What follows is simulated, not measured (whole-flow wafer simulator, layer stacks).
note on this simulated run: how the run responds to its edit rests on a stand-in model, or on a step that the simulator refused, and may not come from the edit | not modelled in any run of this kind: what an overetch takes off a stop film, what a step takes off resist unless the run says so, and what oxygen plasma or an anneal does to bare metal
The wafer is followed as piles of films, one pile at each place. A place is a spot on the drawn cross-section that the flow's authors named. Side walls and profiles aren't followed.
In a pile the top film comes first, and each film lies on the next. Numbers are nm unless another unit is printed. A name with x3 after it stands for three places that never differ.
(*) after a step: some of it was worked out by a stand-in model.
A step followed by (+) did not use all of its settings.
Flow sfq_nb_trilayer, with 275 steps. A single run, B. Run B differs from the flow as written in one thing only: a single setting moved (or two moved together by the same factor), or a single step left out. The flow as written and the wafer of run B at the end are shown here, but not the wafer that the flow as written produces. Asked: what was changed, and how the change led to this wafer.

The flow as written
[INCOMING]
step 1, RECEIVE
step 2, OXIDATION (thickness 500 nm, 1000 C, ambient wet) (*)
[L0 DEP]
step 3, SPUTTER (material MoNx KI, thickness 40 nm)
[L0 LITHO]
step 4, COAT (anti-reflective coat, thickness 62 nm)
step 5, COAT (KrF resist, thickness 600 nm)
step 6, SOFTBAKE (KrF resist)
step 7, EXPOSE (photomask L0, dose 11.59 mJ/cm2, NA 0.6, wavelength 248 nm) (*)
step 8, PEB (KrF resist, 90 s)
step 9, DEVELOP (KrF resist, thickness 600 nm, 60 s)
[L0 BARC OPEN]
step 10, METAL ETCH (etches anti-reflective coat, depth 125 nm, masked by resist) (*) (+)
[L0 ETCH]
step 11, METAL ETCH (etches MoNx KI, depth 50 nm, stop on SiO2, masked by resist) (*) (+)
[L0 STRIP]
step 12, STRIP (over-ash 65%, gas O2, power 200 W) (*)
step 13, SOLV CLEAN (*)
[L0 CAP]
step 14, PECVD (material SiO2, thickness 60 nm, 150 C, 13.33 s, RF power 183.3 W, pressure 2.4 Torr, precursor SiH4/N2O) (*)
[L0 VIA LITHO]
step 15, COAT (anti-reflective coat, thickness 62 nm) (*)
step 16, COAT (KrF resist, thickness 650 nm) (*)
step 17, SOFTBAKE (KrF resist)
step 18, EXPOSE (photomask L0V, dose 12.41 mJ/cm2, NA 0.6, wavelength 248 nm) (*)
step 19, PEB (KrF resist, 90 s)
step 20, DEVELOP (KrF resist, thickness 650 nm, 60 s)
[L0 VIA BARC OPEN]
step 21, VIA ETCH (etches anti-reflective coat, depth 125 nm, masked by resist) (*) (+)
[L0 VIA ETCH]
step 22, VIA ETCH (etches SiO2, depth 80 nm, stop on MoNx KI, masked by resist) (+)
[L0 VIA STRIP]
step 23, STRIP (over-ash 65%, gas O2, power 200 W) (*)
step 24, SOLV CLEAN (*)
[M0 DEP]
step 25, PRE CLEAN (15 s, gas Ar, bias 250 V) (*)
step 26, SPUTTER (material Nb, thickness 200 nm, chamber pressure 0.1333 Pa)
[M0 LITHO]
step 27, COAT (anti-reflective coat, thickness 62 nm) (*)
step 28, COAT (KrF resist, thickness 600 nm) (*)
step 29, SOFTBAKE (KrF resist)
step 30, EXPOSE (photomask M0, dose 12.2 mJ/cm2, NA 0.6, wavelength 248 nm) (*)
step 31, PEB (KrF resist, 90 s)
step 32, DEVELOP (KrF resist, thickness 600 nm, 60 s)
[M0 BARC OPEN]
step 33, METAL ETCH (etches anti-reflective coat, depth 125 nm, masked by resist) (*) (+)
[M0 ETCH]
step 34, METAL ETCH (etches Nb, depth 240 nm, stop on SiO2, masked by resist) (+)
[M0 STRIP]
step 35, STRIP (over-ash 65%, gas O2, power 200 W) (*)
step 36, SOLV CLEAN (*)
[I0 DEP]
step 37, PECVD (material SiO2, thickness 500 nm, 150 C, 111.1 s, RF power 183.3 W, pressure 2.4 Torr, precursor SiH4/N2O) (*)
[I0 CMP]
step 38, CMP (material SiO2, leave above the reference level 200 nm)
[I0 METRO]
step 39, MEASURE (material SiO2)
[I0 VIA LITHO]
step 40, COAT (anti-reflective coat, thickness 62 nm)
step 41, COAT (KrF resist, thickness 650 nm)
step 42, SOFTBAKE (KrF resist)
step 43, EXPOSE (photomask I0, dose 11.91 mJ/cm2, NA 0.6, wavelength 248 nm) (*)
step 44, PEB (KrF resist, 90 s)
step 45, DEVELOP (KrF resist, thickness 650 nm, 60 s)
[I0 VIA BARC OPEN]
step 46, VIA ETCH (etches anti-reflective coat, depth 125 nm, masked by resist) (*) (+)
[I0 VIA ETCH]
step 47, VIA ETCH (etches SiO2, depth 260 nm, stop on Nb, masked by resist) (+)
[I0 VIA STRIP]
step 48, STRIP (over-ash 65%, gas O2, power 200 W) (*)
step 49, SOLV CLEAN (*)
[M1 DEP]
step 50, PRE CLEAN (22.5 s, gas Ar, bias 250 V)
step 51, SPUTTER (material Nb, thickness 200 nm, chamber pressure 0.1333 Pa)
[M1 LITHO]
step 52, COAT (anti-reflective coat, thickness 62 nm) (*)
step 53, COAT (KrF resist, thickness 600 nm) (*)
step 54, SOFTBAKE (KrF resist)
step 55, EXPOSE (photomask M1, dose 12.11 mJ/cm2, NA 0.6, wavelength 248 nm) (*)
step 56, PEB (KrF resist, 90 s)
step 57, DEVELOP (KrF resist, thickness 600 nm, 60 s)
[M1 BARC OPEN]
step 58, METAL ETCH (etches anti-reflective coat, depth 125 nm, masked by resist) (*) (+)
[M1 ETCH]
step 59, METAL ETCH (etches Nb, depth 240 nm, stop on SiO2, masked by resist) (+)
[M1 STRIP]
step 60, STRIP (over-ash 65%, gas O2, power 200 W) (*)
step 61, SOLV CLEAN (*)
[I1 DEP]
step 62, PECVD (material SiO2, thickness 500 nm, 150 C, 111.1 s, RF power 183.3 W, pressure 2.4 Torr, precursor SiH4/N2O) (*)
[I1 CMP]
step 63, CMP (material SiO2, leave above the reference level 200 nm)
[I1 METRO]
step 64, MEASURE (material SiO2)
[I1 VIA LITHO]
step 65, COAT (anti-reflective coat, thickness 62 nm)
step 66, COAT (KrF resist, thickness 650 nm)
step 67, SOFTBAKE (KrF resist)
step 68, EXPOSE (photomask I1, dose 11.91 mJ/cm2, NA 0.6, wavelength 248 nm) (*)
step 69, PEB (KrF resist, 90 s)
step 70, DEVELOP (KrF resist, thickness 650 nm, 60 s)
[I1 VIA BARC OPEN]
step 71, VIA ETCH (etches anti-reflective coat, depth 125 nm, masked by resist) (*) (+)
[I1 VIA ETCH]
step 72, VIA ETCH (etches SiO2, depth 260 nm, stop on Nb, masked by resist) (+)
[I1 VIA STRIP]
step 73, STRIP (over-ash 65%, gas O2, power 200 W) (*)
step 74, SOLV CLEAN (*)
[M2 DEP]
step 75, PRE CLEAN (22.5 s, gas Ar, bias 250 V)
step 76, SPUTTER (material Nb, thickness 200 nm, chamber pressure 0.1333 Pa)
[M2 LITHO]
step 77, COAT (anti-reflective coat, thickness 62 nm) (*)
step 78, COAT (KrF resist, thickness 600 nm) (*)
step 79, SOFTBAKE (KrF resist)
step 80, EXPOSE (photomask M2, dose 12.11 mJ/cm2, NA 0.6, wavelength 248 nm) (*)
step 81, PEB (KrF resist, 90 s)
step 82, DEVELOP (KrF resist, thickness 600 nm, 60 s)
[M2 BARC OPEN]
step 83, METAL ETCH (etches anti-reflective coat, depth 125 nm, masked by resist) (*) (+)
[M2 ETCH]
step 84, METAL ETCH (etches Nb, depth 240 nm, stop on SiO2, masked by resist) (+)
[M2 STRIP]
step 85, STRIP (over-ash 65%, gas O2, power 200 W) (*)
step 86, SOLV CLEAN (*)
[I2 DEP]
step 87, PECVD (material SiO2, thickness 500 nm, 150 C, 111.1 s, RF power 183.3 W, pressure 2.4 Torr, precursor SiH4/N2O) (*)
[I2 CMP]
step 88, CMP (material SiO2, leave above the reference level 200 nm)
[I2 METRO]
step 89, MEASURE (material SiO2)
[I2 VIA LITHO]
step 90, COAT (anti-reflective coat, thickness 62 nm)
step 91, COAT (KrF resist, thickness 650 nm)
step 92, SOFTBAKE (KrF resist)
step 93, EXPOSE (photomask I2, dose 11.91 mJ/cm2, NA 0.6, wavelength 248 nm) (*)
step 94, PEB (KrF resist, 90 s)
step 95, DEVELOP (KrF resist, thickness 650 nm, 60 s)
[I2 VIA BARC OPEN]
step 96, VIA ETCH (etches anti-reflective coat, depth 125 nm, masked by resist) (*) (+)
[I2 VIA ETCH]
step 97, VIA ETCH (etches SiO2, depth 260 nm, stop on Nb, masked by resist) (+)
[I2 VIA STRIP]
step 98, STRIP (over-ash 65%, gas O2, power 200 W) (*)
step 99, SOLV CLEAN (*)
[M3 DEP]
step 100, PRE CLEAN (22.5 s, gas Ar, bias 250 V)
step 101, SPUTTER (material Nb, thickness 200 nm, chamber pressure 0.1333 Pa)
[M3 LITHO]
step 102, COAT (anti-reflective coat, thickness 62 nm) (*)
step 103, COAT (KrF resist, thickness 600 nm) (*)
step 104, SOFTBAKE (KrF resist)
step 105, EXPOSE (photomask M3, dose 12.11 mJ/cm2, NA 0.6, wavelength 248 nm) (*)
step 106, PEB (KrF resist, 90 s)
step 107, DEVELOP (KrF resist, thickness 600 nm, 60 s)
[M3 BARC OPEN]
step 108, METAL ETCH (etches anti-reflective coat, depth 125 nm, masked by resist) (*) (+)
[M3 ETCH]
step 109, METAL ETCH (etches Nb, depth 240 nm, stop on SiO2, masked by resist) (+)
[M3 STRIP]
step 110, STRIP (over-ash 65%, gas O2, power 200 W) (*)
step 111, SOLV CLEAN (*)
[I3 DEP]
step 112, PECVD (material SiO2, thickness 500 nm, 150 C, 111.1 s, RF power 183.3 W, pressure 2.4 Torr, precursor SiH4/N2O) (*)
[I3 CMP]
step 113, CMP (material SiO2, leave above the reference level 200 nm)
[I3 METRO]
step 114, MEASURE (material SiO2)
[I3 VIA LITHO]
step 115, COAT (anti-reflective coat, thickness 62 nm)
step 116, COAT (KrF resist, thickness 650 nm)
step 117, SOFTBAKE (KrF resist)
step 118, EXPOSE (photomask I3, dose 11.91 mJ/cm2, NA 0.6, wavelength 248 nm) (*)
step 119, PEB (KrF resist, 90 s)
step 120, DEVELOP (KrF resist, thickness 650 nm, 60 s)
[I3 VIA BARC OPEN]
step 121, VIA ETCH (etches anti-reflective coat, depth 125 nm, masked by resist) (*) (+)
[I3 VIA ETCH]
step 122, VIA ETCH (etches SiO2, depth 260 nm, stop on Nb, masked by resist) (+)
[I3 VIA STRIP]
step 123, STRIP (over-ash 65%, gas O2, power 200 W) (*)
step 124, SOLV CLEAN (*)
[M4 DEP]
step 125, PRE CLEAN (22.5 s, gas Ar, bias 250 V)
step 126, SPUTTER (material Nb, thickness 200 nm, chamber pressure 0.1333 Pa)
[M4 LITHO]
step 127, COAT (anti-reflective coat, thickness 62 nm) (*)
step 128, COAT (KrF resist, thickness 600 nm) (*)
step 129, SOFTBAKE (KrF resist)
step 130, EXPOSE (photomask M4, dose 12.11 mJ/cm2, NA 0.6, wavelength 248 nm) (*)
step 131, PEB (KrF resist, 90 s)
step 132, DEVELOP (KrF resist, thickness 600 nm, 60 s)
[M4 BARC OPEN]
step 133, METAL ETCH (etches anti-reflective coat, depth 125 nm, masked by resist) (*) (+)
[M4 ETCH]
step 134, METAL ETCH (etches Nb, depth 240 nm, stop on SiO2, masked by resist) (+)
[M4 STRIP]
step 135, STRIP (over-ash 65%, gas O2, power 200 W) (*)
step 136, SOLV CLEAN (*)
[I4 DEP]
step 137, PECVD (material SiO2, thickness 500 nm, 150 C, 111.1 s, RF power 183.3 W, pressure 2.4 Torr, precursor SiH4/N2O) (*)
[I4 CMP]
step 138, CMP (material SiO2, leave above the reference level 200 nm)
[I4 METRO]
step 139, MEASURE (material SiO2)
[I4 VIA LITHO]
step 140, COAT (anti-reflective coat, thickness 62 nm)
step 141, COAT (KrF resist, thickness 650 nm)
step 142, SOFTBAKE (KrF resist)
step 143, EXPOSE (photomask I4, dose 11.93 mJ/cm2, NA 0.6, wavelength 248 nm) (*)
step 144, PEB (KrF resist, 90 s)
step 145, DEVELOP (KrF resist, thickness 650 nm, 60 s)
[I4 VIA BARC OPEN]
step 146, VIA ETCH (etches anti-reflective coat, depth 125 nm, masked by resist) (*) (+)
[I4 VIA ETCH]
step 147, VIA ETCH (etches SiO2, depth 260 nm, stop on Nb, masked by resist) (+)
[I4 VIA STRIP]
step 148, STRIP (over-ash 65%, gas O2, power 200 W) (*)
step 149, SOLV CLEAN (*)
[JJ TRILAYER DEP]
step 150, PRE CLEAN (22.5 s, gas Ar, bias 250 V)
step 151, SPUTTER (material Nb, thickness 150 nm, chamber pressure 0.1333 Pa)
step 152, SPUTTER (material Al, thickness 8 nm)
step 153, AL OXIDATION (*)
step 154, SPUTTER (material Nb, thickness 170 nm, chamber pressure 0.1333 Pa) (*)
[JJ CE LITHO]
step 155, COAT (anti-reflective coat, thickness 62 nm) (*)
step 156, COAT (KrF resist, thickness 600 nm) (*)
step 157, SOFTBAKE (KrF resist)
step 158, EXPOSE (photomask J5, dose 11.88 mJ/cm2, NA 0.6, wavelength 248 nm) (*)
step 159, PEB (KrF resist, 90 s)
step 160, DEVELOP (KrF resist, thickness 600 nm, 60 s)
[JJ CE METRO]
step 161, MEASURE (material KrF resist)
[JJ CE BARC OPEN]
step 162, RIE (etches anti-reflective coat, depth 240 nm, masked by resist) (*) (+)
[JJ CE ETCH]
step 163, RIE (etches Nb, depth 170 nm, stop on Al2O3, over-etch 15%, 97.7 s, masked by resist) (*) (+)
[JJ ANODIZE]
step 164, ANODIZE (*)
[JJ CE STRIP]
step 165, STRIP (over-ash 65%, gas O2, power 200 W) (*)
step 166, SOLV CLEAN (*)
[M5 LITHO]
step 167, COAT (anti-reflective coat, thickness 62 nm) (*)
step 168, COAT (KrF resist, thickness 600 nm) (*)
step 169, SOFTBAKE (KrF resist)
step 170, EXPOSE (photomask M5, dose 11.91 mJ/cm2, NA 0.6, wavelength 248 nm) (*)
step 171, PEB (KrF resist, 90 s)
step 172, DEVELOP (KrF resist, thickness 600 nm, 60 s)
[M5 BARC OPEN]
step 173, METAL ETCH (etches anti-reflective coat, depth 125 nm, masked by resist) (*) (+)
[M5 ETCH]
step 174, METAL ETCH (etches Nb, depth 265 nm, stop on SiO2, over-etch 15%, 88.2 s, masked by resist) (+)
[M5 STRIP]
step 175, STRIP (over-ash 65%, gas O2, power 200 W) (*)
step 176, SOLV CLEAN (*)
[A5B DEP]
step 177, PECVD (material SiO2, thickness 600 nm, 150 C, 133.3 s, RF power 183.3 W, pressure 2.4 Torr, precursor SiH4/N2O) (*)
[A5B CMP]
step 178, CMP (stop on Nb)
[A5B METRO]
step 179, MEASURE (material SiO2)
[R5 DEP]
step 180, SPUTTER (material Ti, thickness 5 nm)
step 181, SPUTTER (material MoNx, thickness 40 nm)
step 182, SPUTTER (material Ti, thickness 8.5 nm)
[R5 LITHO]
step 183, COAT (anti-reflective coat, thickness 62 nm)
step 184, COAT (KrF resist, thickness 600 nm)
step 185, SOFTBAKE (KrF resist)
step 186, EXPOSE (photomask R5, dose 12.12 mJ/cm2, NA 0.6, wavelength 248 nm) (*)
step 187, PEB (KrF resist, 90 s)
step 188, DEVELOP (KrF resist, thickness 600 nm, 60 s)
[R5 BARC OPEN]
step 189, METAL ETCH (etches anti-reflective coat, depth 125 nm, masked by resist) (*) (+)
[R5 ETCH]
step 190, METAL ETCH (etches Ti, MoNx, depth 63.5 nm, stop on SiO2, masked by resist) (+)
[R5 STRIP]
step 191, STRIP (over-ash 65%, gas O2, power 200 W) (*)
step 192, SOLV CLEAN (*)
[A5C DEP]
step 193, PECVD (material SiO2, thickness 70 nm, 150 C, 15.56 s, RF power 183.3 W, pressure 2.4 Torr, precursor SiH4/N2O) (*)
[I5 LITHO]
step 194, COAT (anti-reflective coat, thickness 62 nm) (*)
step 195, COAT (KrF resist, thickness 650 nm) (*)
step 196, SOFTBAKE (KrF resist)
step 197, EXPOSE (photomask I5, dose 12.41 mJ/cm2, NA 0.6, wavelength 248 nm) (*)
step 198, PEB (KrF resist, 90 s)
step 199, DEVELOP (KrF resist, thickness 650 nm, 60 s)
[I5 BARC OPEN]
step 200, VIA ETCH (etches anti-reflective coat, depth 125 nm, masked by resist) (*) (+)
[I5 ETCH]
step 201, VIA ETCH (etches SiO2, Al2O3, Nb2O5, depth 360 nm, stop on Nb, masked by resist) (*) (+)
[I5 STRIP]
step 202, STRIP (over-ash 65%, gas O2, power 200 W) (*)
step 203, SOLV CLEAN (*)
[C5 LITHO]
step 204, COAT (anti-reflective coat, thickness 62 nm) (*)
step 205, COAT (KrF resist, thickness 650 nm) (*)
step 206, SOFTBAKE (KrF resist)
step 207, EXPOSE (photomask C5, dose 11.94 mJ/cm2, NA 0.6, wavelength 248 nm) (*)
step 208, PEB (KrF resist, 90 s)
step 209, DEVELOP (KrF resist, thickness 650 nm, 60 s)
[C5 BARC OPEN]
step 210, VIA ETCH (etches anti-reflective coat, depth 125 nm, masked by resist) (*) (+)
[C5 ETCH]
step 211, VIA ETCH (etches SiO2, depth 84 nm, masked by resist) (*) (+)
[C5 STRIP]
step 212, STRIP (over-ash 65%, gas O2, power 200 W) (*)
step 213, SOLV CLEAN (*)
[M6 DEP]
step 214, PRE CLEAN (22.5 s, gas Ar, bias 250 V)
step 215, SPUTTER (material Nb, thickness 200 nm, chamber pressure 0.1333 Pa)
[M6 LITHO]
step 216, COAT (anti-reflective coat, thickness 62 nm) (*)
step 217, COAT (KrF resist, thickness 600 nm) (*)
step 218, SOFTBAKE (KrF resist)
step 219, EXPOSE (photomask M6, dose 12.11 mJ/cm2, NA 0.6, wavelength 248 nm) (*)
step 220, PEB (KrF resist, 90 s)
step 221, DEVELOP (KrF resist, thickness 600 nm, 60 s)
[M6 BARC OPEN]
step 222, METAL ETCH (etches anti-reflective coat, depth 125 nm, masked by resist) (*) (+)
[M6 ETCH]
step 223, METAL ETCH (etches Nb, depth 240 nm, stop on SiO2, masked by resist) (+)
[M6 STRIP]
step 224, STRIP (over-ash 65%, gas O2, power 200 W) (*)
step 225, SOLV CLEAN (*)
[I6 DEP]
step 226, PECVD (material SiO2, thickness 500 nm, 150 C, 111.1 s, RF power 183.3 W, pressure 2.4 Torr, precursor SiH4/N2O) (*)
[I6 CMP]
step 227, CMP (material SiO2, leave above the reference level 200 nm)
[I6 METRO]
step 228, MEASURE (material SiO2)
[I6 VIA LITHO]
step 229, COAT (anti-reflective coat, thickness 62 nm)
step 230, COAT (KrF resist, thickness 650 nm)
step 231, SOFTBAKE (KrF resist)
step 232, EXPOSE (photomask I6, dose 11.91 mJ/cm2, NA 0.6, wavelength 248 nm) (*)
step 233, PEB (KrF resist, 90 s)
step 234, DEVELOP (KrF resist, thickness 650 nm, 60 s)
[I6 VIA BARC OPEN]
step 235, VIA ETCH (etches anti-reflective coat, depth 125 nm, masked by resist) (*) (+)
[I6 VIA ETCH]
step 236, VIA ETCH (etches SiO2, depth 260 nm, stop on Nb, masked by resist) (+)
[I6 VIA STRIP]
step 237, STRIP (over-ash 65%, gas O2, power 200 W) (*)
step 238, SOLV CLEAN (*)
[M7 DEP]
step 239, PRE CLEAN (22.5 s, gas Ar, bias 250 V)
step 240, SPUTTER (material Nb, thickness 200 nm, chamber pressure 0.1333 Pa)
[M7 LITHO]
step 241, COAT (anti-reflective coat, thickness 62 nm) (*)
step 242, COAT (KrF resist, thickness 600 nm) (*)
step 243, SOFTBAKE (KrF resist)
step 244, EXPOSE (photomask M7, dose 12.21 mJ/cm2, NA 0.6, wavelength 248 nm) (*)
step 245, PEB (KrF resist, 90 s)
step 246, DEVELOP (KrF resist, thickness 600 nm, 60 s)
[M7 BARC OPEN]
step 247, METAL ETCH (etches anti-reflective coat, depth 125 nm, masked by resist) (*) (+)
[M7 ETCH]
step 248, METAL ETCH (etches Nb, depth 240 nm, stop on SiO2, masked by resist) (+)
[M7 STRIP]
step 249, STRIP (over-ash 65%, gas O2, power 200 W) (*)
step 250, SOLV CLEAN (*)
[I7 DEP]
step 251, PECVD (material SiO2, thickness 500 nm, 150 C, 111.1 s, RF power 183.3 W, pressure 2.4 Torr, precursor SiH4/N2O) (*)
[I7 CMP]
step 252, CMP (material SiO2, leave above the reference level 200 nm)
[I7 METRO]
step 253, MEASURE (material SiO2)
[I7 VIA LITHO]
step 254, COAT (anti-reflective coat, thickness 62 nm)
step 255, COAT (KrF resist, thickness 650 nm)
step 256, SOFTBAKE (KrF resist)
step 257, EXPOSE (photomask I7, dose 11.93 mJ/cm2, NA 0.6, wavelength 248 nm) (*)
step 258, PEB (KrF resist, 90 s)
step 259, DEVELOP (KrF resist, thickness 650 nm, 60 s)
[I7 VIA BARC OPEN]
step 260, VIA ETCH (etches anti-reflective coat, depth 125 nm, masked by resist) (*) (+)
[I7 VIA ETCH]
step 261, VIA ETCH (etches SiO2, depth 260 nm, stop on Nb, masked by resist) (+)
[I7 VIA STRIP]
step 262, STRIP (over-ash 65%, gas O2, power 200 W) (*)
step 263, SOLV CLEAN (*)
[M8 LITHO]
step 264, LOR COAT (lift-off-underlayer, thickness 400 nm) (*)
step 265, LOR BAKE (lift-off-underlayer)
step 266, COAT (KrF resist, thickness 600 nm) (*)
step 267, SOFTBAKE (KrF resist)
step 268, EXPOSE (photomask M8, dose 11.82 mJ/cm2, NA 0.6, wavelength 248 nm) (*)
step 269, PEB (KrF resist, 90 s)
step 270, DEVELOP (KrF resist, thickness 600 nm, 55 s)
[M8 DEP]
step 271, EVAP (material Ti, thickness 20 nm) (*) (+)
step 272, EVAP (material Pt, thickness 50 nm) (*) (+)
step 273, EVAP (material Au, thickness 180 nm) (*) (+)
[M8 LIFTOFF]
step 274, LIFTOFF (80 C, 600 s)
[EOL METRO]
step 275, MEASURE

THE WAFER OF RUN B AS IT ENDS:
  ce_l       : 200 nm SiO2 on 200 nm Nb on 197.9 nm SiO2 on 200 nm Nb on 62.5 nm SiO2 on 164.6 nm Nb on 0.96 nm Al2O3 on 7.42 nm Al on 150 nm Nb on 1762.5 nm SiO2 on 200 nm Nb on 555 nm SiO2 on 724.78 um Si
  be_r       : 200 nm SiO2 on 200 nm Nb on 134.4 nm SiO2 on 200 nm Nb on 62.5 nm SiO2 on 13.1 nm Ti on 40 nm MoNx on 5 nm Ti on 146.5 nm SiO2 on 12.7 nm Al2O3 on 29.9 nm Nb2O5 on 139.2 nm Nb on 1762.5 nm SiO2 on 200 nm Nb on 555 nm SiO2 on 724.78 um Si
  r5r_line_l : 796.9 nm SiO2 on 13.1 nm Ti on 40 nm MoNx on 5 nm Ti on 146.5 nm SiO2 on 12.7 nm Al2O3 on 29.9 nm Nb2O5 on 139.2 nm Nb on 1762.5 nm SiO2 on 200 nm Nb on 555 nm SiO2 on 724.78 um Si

The reason: step 182, SPUTTER: thickness 13.1 nm was run, while the flow as written has thickness 8.5 nm.
The wafer lets one read it off: be_r has Ti 13.1, and step 182 as written asks for 8.5 nm.

Step by step, how the change led to this:
  step 182, SPUTTER (material Ti, thickness 8.5 nm)
      field_l, v_sur, via_wl and 103 more: +13.1 Ti (new film) (it would be, as written: +8.5 Ti (new film))
  step 190, METAL ETCH (etches Ti, MoNx, depth 63.5 nm, stop on SiO2, masked by resist) (+)
      field_l, v_sur, via_wl and 92 more: -13.1 Ti (all of it), -40 MoNx (all of it), -5 Ti (all of it) (it would be, as written: -8.5 Ti (all of it), -40 MoNx (all of it), -5 Ti (all of it))
      ce_l, c5j, ce_r, wl_jj: -13.1 Ti (all of it), -40 MoNx (all of it), -5 Ti (all of it), -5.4 Nb (it would be, as written: -8.5 Ti (all of it), -40 MoNx (all of it), -5 Ti (all of it), -10 Nb)
  step 194, COAT (anti-reflective coat, thickness 62 nm) (*)
      r5r_spacepad_l, r5r_spacepad_r: +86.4 anti-reflective coat (new film) (it would be, as written: +84.4 anti-reflective coat (new film))
      ce_l: +65.1 anti-reflective coat (new film) (it would be, as written: +67.2 anti-reflective coat (new film))
      (as well as at 3 more places)
  step 202, STRIP (over-ash 65%, gas O2, power 200 W) (*)
      r5r_spacepad_l, r5r_spacepad_r: -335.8 KrF resist (all of it), -86.4 anti-reflective coat (all of it) (it would be, as written: -335.6 KrF resist (all of it), -84.4 anti-reflective coat (all of it))
      ce_l: -340.3 KrF resist (all of it), -65.1 anti-reflective coat (all of it) (it would be, as written: -341.5 KrF resist (all of it), -67.2 anti-reflective coat (all of it))
      (as well as at 3 more places)
  step 204, COAT (anti-reflective coat, thickness 62 nm) (*)
      r5r_spacepad_l, r5r_spacepad_r: +86.4 anti-reflective coat (new film) (it would be, as written: +84.4 anti-reflective coat (new film))
      ce_l: +64 anti-reflective coat (new film) (it would be, as written: +66 anti-reflective coat (new film))
      (as well as at 3 more places)
  step 212, STRIP (over-ash 65%, gas O2, power 200 W) (*)
      r5r_spacepad_l, r5r_spacepad_r: -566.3 KrF resist (all of it), -86.4 anti-reflective coat (all of it) (it would be, as written: -565.8 KrF resist (all of it), -84.4 anti-reflective coat (all of it))
      ce_l: -566.5 KrF resist (all of it), -64 anti-reflective coat (all of it) (it would be, as written: -567.4 KrF resist (all of it), -66 anti-reflective coat (all of it))
      (as well as at 3 more places)
  step 216, COAT (anti-reflective coat, thickness 62 nm) (*)
      r5r_spacepad_l, r5r_spacepad_r: +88 anti-reflective coat (new film) (it would be, as written: +85.7 anti-reflective coat (new film))
      jj_sur: +57.3 anti-reflective coat (new film) (it would be, as written: +56.1 anti-reflective coat (new film))
      (as well as at 4 more places)
  step 222, METAL ETCH (etches anti-reflective coat, depth 125 nm, masked by resist) (*) (+)
      r5r_spacepad_l, r5r_spacepad_r: -88 anti-reflective coat (all of it) (it would be, as written: -85.7 anti-reflective coat (all of it))
  step 224, STRIP (over-ash 65%, gas O2, power 200 W) (*)
      jj_sur: -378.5 KrF resist (all of it), -57.3 anti-reflective coat (all of it) (it would be, as written: -378.5 KrF resist (all of it), -56.1 anti-reflective coat (all of it))
      ce_l: -395.3 KrF resist (all of it), -46.6 anti-reflective coat (all of it) (it would be, as written: -397.1 KrF resist (all of it), -48 anti-reflective coat (all of it))
      (as well as at 3 more places)
  step 227, CMP (material SiO2, leave above the reference level 200 nm)
      r5r_line_l, r5r_spacepad_l, r5r_spacepad_r, r5r_line_c, r5r_line_r: -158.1 SiO2 (it would be, as written: -153.5 SiO2)
      c5j: -227.6 SiO2 (it would be, as written: -223 SiO2)
